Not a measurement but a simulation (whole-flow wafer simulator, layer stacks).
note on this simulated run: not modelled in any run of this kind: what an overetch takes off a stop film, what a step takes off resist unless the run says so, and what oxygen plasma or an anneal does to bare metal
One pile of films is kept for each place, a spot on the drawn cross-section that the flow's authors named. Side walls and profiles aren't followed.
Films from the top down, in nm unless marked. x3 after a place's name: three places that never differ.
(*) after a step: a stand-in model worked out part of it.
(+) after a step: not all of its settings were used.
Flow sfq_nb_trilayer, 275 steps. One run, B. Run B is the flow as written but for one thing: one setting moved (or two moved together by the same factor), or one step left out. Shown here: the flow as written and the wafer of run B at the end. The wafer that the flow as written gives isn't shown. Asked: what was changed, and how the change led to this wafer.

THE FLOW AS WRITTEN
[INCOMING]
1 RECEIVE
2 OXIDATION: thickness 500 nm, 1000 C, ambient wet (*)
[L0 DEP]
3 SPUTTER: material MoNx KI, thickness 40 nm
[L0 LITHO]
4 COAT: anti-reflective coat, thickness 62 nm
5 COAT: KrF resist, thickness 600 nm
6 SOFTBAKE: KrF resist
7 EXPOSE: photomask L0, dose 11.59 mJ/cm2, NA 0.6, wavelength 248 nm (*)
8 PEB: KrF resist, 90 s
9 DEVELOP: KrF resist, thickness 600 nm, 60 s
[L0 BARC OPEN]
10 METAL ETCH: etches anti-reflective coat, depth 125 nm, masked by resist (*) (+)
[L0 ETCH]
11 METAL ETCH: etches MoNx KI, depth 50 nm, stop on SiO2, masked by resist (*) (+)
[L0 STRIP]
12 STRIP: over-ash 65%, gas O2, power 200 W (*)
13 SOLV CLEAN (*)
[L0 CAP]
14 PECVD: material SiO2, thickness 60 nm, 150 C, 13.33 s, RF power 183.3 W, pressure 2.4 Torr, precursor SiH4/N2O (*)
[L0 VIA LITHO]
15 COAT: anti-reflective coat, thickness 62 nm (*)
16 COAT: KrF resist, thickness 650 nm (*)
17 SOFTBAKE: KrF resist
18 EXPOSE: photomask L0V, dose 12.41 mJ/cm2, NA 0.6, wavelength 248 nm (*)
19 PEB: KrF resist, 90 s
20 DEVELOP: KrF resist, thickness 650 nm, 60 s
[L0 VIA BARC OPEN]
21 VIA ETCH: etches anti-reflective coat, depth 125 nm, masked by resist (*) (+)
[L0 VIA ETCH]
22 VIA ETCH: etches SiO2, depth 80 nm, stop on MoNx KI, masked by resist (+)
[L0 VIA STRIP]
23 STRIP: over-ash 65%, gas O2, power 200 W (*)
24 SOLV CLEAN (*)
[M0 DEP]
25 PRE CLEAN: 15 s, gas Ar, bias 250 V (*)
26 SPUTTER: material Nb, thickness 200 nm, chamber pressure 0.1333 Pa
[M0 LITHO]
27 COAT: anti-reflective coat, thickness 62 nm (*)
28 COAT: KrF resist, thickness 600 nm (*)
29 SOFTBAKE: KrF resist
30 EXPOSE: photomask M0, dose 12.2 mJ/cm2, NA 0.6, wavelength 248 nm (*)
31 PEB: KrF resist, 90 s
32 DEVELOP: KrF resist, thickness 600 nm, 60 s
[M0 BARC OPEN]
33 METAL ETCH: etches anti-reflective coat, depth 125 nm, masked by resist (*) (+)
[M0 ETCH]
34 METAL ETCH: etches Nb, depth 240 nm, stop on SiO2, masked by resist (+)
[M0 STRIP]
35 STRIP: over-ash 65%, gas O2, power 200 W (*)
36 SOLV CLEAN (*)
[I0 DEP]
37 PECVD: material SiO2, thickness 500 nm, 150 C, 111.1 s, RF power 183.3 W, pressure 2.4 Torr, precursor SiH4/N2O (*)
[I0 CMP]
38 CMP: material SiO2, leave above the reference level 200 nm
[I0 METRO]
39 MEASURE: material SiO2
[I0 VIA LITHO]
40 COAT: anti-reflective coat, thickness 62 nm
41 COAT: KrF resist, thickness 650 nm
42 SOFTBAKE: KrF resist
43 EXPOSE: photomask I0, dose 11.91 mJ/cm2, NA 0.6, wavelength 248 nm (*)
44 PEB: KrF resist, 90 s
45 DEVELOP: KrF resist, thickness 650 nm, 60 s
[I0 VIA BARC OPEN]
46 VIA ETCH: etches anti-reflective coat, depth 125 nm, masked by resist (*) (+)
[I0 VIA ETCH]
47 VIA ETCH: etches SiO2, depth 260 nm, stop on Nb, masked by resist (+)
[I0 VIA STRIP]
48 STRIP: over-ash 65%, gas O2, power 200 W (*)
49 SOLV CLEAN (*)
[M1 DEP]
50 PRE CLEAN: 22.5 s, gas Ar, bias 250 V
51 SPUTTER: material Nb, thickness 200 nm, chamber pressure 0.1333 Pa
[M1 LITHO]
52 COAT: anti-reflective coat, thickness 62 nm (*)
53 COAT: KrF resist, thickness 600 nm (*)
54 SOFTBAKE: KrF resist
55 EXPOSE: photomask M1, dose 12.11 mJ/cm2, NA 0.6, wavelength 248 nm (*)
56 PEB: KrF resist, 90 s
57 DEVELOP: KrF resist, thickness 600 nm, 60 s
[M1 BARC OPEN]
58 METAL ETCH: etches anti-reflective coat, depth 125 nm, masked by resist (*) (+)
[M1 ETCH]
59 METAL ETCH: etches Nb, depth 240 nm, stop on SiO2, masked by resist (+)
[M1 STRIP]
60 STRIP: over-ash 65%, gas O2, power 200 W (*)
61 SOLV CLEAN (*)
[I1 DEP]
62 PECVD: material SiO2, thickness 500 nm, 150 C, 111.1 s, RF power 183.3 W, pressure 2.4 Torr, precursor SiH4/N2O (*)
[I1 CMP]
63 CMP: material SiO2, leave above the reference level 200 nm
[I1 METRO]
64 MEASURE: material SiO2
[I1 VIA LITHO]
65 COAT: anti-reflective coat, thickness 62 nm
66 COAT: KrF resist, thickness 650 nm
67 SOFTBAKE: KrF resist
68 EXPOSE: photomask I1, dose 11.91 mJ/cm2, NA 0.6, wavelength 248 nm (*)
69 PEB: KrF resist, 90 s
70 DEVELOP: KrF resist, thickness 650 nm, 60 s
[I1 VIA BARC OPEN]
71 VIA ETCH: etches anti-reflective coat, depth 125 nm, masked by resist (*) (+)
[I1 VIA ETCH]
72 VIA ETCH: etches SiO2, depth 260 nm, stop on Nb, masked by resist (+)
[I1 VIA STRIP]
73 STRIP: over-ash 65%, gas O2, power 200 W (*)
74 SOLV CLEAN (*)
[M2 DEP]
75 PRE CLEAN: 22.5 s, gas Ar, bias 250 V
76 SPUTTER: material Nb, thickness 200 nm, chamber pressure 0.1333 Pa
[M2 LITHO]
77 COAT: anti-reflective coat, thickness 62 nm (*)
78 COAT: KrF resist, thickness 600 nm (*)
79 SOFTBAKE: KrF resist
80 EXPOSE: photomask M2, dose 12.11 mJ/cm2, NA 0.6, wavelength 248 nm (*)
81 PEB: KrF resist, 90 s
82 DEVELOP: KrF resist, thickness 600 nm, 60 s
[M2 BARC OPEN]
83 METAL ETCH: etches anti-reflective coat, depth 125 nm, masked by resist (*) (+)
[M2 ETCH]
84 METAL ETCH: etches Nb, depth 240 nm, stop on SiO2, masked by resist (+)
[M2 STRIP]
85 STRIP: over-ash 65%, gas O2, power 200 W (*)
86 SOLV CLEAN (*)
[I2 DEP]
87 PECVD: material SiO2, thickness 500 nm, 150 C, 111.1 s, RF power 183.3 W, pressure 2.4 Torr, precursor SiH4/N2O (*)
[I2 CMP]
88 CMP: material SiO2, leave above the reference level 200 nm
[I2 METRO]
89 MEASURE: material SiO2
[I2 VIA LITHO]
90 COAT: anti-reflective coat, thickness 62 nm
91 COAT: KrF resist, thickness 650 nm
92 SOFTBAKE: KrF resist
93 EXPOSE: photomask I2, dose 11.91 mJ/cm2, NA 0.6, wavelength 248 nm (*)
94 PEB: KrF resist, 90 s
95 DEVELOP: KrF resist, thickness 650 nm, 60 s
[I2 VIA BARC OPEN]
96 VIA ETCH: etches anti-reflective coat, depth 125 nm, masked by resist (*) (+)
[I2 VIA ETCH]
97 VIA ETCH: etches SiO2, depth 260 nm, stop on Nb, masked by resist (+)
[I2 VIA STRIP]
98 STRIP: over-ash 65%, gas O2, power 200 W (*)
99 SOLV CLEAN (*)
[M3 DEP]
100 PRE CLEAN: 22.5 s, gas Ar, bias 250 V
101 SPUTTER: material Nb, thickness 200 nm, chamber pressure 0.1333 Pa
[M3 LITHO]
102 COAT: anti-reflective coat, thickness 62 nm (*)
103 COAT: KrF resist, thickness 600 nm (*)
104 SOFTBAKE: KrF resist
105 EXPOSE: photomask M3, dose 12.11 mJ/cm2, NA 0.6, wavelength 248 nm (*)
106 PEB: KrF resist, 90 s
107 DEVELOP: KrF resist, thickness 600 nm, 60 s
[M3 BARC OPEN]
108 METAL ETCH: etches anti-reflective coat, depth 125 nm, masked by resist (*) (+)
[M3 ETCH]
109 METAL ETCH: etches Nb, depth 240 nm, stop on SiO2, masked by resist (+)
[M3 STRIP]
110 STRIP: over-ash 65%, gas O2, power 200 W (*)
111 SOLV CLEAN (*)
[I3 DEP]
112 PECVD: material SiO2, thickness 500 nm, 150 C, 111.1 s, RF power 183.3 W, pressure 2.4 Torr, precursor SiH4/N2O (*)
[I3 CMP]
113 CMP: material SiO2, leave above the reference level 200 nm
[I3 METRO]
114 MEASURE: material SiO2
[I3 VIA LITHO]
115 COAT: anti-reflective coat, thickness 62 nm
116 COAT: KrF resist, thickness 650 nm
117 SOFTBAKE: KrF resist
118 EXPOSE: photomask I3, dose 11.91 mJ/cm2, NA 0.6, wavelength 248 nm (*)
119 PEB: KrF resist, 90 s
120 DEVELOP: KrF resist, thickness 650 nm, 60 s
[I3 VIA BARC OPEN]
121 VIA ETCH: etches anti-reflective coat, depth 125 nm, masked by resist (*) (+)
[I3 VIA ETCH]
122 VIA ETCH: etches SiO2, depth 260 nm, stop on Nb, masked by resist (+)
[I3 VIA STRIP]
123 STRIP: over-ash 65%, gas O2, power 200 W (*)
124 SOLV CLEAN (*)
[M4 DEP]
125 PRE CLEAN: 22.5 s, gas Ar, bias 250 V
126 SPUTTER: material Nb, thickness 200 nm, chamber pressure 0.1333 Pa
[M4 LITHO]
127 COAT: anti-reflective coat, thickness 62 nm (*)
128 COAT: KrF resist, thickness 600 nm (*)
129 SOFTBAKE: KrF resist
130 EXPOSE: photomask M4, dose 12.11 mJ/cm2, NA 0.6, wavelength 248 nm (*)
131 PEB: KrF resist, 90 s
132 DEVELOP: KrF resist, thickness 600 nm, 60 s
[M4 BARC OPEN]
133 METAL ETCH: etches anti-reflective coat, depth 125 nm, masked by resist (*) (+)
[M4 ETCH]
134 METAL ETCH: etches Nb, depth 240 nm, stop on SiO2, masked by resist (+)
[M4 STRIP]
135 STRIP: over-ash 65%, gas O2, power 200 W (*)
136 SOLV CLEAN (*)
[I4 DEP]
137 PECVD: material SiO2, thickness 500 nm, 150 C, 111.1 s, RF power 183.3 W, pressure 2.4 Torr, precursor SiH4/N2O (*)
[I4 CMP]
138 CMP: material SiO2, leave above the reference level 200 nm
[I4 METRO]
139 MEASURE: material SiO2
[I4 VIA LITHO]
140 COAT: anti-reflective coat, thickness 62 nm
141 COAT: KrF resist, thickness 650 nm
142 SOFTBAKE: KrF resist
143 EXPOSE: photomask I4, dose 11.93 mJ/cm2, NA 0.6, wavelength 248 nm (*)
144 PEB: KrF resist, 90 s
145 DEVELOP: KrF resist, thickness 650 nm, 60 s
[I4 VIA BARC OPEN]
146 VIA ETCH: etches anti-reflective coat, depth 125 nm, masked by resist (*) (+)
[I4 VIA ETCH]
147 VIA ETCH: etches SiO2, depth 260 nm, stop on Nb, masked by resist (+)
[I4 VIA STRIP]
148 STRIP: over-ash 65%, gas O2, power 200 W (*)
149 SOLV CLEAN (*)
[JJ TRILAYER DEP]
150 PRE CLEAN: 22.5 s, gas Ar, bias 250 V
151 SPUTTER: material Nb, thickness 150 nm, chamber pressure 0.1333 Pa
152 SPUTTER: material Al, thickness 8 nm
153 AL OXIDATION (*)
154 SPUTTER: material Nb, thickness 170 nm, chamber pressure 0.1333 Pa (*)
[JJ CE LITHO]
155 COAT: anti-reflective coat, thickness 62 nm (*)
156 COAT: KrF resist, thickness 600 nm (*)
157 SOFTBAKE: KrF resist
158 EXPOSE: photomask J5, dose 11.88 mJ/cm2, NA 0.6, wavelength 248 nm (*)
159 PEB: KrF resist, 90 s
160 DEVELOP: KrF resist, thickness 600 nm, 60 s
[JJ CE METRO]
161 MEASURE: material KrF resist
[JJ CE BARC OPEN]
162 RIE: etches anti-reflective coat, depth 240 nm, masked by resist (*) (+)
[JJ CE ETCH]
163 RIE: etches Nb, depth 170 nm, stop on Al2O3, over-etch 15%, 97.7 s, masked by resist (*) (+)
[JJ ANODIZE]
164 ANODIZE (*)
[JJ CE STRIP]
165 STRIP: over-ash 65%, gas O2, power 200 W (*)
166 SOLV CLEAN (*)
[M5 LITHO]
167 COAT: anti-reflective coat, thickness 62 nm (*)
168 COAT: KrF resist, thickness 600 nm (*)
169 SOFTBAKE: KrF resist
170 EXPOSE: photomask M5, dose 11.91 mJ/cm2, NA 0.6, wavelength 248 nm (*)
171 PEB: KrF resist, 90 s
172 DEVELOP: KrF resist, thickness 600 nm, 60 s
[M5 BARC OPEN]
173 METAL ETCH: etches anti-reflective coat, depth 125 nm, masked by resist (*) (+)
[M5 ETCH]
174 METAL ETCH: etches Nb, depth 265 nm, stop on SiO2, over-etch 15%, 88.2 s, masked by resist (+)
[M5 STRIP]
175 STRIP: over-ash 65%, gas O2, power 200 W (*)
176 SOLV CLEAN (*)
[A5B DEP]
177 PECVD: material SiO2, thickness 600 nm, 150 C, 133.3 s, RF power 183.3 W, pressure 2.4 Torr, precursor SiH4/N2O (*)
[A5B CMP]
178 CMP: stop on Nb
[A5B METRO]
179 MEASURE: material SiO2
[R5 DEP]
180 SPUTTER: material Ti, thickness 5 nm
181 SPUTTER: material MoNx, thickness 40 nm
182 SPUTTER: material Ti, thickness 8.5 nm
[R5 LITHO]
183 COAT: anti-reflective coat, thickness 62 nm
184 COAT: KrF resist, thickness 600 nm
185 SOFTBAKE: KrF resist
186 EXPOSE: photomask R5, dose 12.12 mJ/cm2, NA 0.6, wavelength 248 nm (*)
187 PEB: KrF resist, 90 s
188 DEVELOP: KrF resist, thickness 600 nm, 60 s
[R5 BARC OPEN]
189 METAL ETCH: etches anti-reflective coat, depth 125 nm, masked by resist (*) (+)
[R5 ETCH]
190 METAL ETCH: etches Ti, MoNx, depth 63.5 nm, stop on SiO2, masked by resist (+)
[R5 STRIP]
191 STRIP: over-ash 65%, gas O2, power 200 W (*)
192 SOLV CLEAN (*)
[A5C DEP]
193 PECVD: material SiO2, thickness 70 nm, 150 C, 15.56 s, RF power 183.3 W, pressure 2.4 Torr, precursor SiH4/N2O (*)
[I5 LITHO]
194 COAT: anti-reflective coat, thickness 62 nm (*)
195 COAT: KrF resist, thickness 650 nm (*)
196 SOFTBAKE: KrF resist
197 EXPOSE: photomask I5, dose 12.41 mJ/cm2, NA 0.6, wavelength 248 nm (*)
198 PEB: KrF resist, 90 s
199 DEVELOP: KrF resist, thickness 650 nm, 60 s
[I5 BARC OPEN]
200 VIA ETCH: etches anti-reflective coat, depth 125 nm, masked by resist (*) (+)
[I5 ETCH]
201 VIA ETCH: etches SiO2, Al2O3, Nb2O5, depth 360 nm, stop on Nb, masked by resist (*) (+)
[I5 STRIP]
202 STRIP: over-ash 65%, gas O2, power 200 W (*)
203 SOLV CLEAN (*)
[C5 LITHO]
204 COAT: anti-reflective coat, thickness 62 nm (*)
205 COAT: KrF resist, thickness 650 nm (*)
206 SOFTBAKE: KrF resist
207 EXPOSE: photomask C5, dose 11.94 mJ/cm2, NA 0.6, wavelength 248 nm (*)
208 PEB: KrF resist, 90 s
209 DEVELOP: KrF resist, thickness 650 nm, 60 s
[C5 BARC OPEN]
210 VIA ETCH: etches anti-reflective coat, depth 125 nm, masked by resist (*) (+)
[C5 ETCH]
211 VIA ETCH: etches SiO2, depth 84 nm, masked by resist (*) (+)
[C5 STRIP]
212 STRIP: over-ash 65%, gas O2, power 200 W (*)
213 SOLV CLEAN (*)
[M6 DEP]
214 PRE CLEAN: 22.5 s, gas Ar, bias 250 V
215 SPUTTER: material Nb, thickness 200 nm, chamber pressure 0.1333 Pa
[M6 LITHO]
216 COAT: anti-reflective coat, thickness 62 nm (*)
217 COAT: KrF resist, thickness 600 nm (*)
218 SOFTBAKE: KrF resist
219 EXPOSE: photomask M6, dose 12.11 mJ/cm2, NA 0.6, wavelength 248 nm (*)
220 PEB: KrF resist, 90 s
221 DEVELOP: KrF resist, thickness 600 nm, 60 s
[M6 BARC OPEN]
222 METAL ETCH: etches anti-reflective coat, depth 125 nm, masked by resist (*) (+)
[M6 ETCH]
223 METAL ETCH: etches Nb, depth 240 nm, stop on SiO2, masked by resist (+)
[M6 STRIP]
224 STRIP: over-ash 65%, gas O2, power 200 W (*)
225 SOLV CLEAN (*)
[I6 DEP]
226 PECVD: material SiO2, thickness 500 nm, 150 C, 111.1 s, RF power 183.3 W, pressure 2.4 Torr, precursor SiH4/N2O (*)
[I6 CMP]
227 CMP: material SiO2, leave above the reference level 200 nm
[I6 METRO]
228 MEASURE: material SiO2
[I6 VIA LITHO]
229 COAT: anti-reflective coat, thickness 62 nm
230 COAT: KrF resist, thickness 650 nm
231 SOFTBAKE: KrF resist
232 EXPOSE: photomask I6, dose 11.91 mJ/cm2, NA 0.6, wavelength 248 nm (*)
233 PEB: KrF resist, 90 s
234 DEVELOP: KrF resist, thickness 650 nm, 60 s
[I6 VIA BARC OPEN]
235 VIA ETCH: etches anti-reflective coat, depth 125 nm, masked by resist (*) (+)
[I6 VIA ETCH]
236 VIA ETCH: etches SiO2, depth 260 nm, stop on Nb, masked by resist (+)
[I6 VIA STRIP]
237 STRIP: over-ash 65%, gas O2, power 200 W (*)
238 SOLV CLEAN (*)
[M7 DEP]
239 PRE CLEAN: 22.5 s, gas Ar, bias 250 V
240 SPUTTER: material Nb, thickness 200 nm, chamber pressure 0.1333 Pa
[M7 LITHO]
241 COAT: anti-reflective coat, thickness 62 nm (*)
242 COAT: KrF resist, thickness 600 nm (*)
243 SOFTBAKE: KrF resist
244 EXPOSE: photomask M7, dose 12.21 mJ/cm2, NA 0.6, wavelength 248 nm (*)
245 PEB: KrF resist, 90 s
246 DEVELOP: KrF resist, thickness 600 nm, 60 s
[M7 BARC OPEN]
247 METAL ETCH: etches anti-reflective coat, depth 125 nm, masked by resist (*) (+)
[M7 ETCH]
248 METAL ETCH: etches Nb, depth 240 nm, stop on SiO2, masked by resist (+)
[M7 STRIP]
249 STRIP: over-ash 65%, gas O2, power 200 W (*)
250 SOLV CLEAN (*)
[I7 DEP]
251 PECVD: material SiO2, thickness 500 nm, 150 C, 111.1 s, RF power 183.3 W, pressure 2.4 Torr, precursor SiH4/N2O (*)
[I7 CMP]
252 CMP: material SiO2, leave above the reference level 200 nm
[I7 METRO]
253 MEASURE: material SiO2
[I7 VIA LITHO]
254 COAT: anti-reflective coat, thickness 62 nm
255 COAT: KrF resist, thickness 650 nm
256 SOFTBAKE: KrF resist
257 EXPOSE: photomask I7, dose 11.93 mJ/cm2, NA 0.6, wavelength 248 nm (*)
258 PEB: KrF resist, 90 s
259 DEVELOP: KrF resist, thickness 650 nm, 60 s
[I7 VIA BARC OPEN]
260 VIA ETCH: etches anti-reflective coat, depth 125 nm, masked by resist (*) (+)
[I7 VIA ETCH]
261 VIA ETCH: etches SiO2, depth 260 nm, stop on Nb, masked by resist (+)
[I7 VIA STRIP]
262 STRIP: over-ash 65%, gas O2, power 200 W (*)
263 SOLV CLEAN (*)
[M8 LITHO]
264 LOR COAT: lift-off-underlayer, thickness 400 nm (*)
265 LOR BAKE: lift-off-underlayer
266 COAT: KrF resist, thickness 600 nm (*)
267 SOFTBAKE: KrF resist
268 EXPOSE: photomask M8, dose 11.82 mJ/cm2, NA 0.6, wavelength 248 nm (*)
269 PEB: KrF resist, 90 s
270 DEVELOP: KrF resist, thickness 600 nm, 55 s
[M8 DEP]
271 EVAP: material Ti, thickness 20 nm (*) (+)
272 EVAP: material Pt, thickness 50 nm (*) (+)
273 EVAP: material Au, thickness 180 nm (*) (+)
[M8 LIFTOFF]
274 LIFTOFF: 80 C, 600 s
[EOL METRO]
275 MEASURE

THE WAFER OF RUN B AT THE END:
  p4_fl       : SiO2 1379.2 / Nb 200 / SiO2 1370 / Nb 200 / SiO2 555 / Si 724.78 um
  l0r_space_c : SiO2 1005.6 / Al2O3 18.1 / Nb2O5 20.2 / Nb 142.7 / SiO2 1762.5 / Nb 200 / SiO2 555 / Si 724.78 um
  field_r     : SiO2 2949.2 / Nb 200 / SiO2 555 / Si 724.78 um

The cause: step 152, SPUTTER: thickness 11.3 nm was run, where the flow has thickness 8 nm.

How the change led to this, step by step:
  152 SPUTTER: material Al, thickness 8 nm
      field_l, v_sur, via_sp and 100 more: Al +11.3 (new film) (as written it would be: Al +8 (new film))
      via_wl, via_wr: Al +7.26 (new film) (as written it would be: Al +5.14 (new film))
      (and at 1 more place)
  164 ANODIZE (*)
      field_l, v_sur, via_sp and 96 more: Al2O3 +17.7, Nb2O5 +20.2 (new film), Al -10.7 (all of it), Nb -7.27 (as written it would be: Al2O3 +12.2, Nb2O5 +29.9 (new film), Al -7.42 (all of it), Nb -10.8)
      via_wl, via_wr: Al2O3 +11 (new film), Nb2O5 +32.9 (new film), Al -6.68 (all of it), Nb -11.8 (as written it would be: Al2O3 +7.52 (new film), Nb2O5 +39.2 (new film), Al -4.56 (all of it), Nb -14.1)
      (and at 1 more place)
  167 COAT: anti-reflective coat, thickness 62 nm (*)
      ce_l: anti-reflective coat +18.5 (new film) (as written it would be: anti-reflective coat +19.6 (new film))
  174 METAL ETCH: etches Nb, depth 265 nm, stop on SiO2, over-etch 15%, 88.2 s, masked by resist (+)
      field_l, r_sur, res and 50 more: Al2O3 -18.1 (all of it), Nb2O5 -20.2 (all of it), Nb -142.7 (all of it), SiO2 -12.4 (as written it would be: Al2O3 -12.6 (all of it), Nb2O5 -29.9 (all of it), Nb -139.2 (all of it), SiO2 -12.3)
  175 STRIP: over-ash 65%, gas O2, power 200 W (*)
      ce_l: KrF resist -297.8 (all of it), anti-reflective coat -18.5 (all of it) (as written it would be: KrF resist -299.6 (all of it), anti-reflective coat -19.6 (all of it))
  201 VIA ETCH: etches SiO2, Al2O3, Nb2O5, depth 360 nm, stop on Nb, masked by resist (*) (+)
      be: SiO2 -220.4 (all of it), Al2O3 -18.1 (all of it), Nb2O5 -20.2 (all of it) (as written it would be: SiO2 -216.4 (all of it), Al2O3 -12.7 (all of it), Nb2O5 -29.9 (all of it))
